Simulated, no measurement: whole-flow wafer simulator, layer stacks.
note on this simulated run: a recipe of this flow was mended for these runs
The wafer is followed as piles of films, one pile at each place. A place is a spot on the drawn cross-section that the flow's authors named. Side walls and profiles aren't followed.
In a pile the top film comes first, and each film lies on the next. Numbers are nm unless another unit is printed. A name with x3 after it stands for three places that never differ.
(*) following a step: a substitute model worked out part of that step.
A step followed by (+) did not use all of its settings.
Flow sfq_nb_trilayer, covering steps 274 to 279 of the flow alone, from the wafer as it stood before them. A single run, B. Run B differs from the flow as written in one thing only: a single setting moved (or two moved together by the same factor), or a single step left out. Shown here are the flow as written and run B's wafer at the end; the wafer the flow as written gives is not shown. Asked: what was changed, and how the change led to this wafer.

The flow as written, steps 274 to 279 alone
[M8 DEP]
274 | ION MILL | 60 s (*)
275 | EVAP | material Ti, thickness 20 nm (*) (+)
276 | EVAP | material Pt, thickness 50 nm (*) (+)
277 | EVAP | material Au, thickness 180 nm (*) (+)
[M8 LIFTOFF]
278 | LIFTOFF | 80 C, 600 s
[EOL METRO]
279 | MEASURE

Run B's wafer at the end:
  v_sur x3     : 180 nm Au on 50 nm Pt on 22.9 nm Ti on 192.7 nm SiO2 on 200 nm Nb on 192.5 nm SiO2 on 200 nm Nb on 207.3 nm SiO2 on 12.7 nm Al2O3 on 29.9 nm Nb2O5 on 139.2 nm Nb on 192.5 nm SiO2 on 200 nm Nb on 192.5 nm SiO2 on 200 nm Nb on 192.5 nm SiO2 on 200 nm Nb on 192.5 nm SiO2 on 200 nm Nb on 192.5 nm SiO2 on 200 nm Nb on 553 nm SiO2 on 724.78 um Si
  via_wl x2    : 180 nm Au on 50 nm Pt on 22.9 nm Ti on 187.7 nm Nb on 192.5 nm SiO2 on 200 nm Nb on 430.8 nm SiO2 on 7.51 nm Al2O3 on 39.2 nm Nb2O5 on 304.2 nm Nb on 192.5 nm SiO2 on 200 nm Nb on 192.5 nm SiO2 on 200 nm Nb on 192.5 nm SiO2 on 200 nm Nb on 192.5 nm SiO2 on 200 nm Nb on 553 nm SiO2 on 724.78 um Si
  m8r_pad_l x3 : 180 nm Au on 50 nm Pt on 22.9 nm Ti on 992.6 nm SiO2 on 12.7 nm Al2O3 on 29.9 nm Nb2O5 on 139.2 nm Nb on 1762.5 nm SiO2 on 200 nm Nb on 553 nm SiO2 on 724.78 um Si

What caused this: step 275, EVAP: thickness 22.9 nm was run, though the flow has thickness 20 nm.
The wafer lets one read it off: v_sur x3 has Ti 22.9, and step 275 as written asks for 20 nm.

How this came from the change, step by step:
  275 | EVAP | material Ti, thickness 20 nm (*) (+)
      field_l, v_sur x3, via_wl x2 and 100 more: +22.9 Ti (new film) (it would be, as written: +20 Ti (new film))
  278 | LIFTOFF | 80 C, 600 s
      p4_fl x5, p4_w1 x9, p3_s0 x11 and 49 more: -180 Au (all of it), -50 Pt (all of it), -22.9 Ti (all of it), -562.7 KrF-resist-other-grade (all of it), -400 lift-off-underlayer (all of it) (it would be, as written: -180 Au (all of it), -50 Pt (all of it), -20 Ti (all of it), -562.7 KrF-resist-other-grade (all of it), -400 lift-off-underlayer (all of it))
      r_sur, res, r_end: -180 Au (all of it), -50 Pt (all of it), -22.9 Ti (all of it), -559.9 KrF-resist-other-grade (all of it), -399.5 lift-off-underlayer (all of it) (it would be, as written: -180 Au (all of it), -50 Pt (all of it), -20 Ti (all of it), -559.9 KrF-resist-other-grade (all of it), -399.5 lift-off-underlayer (all of it))
      (as well as at 18 more places)
